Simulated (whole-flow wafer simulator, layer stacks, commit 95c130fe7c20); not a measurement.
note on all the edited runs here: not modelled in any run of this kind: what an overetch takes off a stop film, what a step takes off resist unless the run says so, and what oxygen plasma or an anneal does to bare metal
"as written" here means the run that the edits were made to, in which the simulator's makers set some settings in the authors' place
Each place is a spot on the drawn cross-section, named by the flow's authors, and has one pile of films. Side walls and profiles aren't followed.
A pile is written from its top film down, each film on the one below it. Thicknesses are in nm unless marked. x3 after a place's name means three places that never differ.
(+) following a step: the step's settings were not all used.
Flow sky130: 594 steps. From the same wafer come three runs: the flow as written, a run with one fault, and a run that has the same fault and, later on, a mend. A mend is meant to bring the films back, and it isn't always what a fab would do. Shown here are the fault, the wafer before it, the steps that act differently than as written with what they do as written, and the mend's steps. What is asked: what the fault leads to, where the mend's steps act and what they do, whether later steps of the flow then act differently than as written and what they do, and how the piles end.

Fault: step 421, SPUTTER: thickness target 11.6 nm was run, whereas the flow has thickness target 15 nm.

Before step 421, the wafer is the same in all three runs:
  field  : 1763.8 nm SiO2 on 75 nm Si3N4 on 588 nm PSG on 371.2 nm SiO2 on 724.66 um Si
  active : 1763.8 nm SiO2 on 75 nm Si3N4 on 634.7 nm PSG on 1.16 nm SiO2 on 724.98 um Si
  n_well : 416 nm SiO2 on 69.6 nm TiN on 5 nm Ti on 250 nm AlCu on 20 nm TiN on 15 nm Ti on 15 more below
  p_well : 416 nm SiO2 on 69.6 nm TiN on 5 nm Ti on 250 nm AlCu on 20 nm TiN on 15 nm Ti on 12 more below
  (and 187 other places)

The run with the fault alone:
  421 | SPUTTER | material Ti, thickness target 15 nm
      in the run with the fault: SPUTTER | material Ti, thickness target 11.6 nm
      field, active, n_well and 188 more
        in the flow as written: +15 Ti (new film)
        in the run with the fault: +11.6 Ti (new film)
  Steps further on in the flow that do not act as written (15 more steps, not shown, differ only slightly: by at most 2% or 0.5 nm, whichever is larger):
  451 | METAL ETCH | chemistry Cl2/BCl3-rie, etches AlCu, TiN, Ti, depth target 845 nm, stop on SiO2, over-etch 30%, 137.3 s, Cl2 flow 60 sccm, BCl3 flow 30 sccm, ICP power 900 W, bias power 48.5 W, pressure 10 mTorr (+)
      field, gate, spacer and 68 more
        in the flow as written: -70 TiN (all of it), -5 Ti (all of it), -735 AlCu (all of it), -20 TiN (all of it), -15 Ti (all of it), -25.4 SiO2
        in the run with the fault: -70 TiN (all of it), -5 Ti (all of it), -735 AlCu (all of it), -20 TiN (all of it), -11.6 Ti (all of it), -25.7 SiO2
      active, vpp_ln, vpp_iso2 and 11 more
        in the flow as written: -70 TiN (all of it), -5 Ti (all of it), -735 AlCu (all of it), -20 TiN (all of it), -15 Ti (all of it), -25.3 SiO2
        in the run with the fault: -70 TiN (all of it), -5 Ti (all of it), -735 AlCu (all of it), -20 TiN (all of it), -11.6 Ti (all of it), -25.7 SiO2
  At n_well, p_well, gate_hv and 104 more, the piles at the end differ from the flow's by more than 2% or 0.5 nm, whichever is larger.
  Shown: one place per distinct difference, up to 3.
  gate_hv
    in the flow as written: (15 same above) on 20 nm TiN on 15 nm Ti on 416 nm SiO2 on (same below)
    in the run with the fault: (15 same above) on 20 nm TiN on 11.6 nm Ti on 416 nm SiO2 on (same below)
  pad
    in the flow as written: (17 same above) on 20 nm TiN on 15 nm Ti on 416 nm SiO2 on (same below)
    in the run with the fault: (17 same above) on 20 nm TiN on 11.6 nm Ti on 416 nm SiO2 on (same below)
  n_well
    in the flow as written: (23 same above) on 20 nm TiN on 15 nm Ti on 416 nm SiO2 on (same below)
    in the run with the fault: (23 same above) on 20 nm TiN on 11.6 nm Ti on 416 nm SiO2 on (same below)

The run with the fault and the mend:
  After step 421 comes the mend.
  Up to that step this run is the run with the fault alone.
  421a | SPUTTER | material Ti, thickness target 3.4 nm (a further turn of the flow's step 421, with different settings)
      field, active, n_well and 188 more
        +3.4 Ti
  Later steps of the flow that are run all act as written at every place that is followed.
  By the end, the piles equal the flow's at every place that both follow.
